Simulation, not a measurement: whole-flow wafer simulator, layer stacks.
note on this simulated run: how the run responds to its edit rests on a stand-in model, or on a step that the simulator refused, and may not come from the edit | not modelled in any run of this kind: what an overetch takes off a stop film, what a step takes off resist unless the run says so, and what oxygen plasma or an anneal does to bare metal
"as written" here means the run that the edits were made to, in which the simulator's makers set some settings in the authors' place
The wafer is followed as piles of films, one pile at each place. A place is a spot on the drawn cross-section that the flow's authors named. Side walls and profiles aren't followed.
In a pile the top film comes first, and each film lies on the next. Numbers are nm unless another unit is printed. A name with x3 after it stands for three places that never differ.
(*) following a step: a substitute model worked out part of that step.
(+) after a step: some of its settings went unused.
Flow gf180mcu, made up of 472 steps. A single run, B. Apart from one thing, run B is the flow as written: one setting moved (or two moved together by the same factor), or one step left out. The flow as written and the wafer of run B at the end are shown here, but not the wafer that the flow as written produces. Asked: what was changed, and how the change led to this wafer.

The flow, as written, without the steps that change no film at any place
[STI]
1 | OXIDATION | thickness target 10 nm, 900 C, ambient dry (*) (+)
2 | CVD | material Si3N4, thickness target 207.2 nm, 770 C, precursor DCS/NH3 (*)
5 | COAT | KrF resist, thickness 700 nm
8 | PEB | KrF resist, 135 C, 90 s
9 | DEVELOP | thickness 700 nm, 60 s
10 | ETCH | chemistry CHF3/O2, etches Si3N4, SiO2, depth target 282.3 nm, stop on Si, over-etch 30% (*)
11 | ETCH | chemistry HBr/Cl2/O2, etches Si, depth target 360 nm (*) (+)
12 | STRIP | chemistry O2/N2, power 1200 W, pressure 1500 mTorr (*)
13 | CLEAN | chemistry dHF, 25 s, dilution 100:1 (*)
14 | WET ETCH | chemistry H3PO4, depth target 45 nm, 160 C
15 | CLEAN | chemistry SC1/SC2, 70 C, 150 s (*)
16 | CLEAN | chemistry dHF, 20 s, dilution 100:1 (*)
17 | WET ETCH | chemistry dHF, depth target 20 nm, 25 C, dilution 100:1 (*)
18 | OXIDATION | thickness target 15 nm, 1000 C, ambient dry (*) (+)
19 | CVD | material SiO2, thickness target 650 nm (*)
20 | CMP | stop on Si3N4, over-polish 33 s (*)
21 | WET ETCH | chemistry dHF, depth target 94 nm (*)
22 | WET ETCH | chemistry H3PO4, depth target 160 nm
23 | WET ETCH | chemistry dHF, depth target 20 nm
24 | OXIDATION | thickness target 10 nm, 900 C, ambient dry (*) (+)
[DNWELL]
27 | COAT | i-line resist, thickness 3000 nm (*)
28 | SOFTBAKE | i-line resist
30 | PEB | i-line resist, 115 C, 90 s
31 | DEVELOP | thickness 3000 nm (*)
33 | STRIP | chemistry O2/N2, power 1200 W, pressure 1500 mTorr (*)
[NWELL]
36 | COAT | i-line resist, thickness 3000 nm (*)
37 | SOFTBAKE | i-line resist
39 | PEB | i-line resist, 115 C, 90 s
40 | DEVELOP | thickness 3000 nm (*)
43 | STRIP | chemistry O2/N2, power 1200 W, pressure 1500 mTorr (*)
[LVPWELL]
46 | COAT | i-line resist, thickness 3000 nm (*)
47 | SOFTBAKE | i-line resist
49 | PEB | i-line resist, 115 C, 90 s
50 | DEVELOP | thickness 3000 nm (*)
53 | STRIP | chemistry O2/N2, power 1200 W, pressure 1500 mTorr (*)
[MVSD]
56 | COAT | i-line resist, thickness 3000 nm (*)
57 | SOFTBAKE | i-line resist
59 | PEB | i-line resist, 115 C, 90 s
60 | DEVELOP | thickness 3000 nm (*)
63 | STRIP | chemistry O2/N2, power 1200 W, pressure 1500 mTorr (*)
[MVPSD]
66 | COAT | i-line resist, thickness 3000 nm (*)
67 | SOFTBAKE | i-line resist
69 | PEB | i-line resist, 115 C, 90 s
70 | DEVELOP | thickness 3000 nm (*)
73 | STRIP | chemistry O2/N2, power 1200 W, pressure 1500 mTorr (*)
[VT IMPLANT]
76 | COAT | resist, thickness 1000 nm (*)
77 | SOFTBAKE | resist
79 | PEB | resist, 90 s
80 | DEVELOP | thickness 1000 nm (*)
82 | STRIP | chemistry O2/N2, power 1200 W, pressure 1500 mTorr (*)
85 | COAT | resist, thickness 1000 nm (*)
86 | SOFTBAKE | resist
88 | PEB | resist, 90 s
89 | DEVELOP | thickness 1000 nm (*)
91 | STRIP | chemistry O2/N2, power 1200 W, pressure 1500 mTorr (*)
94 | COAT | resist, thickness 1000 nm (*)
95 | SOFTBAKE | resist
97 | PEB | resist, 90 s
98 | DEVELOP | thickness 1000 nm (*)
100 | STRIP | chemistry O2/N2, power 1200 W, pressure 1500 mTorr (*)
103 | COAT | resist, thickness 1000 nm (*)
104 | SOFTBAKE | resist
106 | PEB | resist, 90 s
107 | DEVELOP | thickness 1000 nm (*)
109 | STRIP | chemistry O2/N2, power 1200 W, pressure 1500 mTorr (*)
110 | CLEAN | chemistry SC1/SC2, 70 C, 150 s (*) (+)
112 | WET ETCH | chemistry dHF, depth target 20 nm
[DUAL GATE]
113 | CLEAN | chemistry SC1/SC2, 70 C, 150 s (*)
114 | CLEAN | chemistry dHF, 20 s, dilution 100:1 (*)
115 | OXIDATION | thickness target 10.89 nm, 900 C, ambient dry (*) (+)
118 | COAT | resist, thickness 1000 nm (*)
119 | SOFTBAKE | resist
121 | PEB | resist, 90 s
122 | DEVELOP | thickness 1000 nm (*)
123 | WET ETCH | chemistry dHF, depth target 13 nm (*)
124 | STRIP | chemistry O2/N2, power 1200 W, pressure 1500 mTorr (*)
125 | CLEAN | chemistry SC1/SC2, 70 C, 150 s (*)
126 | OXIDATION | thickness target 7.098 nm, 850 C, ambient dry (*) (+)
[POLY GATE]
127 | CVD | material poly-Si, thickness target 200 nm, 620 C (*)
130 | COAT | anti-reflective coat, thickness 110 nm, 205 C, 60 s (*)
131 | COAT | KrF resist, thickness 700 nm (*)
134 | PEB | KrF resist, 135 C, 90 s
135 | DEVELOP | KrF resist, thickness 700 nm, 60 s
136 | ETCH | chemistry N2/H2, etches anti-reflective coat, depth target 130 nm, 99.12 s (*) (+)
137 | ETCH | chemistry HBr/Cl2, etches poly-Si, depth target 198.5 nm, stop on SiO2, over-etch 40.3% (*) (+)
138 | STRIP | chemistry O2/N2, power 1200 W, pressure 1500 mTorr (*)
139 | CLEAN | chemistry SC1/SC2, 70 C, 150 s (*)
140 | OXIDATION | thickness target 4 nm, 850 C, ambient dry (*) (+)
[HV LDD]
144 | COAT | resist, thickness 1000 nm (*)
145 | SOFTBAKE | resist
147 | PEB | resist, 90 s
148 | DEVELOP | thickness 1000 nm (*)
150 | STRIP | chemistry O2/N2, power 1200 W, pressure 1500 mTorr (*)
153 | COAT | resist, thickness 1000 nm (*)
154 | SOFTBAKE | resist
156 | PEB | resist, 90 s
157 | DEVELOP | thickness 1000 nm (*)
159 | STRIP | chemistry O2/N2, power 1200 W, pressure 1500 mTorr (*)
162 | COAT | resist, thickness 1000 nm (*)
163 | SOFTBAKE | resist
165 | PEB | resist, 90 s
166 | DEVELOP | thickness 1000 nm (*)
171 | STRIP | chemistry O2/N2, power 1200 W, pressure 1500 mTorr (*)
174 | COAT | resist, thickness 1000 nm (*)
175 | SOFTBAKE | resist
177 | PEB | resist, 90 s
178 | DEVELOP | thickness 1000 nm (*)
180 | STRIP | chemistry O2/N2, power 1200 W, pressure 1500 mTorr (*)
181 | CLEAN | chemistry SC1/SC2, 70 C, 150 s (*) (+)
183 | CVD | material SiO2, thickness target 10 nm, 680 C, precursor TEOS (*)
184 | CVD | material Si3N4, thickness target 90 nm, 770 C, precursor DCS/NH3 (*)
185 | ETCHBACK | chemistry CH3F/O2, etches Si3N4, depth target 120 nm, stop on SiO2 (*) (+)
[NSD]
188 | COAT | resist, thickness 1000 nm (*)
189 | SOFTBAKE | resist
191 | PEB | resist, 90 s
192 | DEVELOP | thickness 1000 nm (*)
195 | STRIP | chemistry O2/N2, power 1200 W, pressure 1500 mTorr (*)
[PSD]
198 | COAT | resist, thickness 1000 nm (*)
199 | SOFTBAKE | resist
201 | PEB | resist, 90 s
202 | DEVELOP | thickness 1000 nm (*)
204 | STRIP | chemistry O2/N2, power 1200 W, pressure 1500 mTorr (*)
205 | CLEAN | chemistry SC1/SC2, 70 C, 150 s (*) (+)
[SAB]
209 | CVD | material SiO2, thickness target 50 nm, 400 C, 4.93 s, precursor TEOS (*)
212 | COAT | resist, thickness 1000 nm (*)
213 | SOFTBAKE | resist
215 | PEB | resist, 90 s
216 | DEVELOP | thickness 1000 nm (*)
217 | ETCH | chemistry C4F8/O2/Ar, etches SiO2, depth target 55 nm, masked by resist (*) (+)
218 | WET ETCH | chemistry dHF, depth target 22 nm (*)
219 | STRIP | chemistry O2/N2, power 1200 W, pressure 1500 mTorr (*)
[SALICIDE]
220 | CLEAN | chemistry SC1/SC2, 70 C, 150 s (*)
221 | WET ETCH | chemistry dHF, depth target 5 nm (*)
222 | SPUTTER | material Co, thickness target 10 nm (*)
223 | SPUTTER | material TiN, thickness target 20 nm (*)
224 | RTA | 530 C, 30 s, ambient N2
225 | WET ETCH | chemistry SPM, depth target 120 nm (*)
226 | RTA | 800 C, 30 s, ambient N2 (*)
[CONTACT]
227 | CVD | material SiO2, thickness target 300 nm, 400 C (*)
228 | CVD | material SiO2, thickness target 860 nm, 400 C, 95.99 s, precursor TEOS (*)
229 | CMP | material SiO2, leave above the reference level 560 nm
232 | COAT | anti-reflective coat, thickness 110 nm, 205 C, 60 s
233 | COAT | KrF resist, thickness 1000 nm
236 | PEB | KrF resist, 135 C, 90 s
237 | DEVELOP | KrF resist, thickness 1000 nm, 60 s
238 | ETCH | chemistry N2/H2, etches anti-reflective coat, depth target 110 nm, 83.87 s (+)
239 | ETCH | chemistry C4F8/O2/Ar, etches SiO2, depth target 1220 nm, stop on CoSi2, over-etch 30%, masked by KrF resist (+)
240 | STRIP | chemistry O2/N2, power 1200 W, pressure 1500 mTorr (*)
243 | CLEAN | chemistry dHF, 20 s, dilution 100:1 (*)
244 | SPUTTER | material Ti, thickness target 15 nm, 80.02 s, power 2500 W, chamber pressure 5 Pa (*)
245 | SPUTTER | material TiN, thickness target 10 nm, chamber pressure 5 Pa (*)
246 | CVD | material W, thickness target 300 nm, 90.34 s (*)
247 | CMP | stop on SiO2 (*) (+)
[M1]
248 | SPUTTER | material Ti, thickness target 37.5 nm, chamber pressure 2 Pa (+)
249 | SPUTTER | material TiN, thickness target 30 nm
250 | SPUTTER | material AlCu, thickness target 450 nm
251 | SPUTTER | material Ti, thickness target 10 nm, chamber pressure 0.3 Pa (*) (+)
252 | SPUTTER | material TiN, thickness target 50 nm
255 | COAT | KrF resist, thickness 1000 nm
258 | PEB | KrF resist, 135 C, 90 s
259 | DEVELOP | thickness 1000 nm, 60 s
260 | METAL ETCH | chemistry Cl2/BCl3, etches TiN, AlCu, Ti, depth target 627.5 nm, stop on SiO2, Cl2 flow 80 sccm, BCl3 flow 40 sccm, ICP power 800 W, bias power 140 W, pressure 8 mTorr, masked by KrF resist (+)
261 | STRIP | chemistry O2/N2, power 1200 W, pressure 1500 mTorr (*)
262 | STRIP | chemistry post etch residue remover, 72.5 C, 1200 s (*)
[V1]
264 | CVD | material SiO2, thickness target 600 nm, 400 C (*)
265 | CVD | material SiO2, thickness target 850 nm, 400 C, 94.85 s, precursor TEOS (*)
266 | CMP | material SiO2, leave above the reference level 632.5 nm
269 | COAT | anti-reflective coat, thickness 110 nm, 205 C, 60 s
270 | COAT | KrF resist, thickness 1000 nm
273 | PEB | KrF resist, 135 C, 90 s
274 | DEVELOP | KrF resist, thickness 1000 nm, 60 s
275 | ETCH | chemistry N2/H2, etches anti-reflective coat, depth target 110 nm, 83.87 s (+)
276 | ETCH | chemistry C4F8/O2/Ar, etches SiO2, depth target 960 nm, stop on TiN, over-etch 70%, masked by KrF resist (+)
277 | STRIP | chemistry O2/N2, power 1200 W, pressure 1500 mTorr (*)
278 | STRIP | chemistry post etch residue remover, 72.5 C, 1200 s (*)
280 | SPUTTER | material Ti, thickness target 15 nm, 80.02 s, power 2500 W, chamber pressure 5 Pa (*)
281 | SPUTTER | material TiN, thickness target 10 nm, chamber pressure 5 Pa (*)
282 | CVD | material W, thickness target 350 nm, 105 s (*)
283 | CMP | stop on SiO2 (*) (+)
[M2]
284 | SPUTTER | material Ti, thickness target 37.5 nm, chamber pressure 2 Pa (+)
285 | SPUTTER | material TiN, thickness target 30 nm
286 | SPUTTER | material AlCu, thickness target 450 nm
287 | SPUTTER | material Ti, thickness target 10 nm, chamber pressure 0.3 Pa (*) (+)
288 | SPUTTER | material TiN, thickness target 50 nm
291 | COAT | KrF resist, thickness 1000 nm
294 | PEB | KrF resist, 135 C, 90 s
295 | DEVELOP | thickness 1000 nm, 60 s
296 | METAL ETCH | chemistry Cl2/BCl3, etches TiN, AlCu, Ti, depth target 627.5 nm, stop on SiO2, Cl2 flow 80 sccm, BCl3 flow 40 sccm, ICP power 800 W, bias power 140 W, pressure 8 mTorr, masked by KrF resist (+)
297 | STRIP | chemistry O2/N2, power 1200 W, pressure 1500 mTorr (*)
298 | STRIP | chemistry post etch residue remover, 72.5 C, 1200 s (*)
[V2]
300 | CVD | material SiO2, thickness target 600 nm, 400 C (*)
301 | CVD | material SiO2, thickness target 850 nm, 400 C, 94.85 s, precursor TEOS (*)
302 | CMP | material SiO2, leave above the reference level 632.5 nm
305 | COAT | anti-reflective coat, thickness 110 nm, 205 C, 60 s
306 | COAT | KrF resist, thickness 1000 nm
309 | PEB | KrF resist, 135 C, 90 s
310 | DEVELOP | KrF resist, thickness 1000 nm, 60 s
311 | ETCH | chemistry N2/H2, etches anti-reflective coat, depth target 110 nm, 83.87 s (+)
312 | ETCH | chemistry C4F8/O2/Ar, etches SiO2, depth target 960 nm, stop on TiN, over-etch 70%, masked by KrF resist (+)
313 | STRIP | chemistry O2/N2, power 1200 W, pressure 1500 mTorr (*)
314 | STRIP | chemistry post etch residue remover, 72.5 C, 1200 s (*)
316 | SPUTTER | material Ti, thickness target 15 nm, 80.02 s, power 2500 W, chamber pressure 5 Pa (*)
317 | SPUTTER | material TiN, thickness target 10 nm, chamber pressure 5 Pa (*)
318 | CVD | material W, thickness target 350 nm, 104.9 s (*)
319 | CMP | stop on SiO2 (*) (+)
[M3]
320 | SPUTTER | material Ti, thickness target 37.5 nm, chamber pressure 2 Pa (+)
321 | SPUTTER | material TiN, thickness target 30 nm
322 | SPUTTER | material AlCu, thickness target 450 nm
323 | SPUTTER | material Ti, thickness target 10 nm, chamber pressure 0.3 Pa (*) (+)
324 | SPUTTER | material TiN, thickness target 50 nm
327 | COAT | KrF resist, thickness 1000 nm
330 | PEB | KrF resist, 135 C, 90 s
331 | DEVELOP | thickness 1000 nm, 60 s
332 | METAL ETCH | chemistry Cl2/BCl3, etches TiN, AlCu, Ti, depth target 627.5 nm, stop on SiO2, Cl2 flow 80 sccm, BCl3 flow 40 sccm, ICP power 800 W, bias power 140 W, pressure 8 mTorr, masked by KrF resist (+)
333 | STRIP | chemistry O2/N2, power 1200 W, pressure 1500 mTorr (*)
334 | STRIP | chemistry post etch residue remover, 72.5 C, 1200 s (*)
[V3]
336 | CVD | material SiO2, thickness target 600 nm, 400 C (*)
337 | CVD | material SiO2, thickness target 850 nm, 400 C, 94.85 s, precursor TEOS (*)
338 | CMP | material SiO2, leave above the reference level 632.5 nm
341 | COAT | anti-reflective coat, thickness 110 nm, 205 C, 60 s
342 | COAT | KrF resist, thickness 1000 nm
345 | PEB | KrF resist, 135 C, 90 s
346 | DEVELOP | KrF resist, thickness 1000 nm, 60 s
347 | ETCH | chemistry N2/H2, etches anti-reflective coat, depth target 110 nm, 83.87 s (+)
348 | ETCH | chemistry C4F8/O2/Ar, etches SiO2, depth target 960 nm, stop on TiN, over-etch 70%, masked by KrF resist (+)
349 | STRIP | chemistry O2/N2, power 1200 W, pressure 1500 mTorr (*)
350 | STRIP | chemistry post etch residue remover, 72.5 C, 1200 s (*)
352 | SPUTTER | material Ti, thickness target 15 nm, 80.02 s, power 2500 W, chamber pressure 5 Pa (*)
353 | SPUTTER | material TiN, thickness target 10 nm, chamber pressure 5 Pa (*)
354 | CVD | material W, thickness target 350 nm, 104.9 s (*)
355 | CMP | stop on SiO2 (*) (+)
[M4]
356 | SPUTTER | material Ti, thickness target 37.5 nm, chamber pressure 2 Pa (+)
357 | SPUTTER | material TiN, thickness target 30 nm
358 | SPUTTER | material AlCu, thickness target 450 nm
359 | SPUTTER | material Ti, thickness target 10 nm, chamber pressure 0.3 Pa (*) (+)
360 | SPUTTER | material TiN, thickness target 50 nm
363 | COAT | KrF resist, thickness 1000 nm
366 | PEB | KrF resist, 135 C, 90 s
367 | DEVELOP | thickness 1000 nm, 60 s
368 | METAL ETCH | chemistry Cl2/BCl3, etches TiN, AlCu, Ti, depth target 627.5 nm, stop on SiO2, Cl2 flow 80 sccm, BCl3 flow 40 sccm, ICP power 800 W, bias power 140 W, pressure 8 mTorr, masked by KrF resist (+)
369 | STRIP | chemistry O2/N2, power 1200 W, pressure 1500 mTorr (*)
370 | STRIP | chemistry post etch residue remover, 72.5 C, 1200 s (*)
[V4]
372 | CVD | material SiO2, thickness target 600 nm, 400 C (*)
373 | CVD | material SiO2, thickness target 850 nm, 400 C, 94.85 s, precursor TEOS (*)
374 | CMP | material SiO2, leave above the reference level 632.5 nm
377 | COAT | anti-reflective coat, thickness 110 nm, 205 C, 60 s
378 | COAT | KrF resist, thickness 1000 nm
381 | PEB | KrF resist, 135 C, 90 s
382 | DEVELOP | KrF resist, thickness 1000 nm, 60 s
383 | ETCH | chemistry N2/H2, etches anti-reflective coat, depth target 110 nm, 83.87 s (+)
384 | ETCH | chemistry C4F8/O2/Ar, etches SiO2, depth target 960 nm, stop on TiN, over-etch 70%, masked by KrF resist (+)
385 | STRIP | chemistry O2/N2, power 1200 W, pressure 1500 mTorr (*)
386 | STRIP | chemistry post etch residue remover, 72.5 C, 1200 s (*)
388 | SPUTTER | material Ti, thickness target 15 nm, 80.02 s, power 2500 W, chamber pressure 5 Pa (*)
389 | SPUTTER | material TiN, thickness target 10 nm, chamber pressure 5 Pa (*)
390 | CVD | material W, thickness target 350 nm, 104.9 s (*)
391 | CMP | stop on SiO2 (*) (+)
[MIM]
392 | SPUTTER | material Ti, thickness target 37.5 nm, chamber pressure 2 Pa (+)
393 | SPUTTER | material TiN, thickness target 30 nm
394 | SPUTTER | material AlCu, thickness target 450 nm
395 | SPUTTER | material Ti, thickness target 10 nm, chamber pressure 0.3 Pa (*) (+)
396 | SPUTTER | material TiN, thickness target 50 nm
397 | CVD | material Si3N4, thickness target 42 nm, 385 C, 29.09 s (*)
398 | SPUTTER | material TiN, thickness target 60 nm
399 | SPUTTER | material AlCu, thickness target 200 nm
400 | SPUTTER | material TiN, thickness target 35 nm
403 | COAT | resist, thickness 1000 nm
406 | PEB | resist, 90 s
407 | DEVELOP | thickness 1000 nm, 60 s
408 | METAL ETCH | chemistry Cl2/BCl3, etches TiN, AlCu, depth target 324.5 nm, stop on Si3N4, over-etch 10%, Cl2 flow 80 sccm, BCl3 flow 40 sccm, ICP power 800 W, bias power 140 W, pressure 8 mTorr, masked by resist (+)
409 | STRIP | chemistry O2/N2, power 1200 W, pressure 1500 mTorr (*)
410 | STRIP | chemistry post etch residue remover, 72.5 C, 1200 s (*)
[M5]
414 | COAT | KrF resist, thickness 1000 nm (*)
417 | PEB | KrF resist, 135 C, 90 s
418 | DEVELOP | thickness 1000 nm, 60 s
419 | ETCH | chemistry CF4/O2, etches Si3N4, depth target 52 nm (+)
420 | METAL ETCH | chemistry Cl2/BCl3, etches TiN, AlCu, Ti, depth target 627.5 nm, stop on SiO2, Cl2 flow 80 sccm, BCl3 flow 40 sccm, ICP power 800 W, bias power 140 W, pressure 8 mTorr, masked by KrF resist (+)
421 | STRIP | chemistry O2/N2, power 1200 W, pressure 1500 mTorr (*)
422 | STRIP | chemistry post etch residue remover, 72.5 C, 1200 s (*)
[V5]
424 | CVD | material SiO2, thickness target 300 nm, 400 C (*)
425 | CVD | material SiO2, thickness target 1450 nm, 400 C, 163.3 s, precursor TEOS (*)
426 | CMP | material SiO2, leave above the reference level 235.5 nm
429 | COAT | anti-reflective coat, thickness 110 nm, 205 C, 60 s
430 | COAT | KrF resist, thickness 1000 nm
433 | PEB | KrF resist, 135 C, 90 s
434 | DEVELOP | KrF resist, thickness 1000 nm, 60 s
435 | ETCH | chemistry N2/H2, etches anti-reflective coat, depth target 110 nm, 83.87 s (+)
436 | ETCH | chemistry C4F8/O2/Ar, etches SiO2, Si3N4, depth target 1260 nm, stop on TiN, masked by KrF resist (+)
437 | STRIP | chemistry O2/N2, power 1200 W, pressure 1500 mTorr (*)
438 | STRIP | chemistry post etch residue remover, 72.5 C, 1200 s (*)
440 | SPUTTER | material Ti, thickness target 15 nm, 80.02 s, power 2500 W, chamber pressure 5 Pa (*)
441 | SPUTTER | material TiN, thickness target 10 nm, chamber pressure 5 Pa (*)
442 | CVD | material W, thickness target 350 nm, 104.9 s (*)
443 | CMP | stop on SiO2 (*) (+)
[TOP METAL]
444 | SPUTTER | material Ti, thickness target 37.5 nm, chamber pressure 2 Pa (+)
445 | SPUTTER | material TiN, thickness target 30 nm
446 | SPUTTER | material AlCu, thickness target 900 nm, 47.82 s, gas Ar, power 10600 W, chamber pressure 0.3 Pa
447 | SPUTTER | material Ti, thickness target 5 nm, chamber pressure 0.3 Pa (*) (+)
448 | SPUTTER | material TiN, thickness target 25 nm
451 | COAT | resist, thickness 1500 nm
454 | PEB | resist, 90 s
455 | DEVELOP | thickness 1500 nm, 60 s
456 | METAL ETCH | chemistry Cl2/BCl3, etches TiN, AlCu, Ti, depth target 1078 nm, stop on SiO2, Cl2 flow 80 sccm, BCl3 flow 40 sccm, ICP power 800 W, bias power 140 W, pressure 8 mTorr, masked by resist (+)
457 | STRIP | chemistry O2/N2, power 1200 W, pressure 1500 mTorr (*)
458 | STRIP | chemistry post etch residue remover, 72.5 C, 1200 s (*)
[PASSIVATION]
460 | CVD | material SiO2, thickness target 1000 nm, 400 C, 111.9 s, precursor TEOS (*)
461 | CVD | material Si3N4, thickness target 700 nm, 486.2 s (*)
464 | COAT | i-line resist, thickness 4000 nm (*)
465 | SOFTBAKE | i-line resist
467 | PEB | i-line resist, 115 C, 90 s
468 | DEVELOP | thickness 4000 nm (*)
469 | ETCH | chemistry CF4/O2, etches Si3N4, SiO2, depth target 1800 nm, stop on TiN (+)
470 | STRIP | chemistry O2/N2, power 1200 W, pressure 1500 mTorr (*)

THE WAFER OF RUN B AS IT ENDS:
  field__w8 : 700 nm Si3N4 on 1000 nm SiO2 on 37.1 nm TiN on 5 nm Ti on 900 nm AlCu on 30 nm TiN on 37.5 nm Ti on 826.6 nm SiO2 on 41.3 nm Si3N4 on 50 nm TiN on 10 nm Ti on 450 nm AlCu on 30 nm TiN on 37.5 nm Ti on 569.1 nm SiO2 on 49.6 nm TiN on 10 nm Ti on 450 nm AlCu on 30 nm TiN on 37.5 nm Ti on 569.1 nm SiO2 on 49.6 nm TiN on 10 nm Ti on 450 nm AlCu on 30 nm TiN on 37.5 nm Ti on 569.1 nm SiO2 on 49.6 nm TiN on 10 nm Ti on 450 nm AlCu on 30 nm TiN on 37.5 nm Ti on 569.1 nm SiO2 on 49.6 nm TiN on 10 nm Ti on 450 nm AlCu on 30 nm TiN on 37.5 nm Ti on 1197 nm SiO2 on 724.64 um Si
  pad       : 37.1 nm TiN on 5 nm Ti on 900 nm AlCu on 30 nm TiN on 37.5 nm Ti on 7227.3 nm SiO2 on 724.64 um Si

What caused this: step 448, SPUTTER: thickness target 37.5 nm was run, though the flow has thickness target 25 nm.

Step by step, how the change led to this:
  448 | SPUTTER | material TiN, thickness target 25 nm
      field, field__w1, field__w2 and 109 more: +37.5 TiN (new film) (in the flow as written it would be: +25 TiN (new film))
  456 | METAL ETCH | chemistry Cl2/BCl3, etches TiN, AlCu, Ti, depth target 1078 nm, stop on SiO2, Cl2 flow 80 sccm, BCl3 flow 40 sccm, ICP power 800 W, bias power 140 W, pressure 8 mTorr, masked by resist (+)
      field, field__w1, field__w2 and 103 more: -37.5 TiN (all of it), -5 Ti (all of it), -900 AlCu (all of it), -30 TiN (all of it), -37.5 Ti (all of it) (in the flow as written it would be: -25 TiN (all of it), -5 Ti (all of it), -900 AlCu (all of it), -30 TiN (all of it), -37.5 Ti (all of it))
  465 | SOFTBAKE | i-line resist
      field__w11, field__w13: +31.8 i-line resist (in the flow as written it would be: +37.9 i-line resist)
      field: -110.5 i-line resist (in the flow as written it would be: -120.6 i-line resist)
      (also at 57 further places)
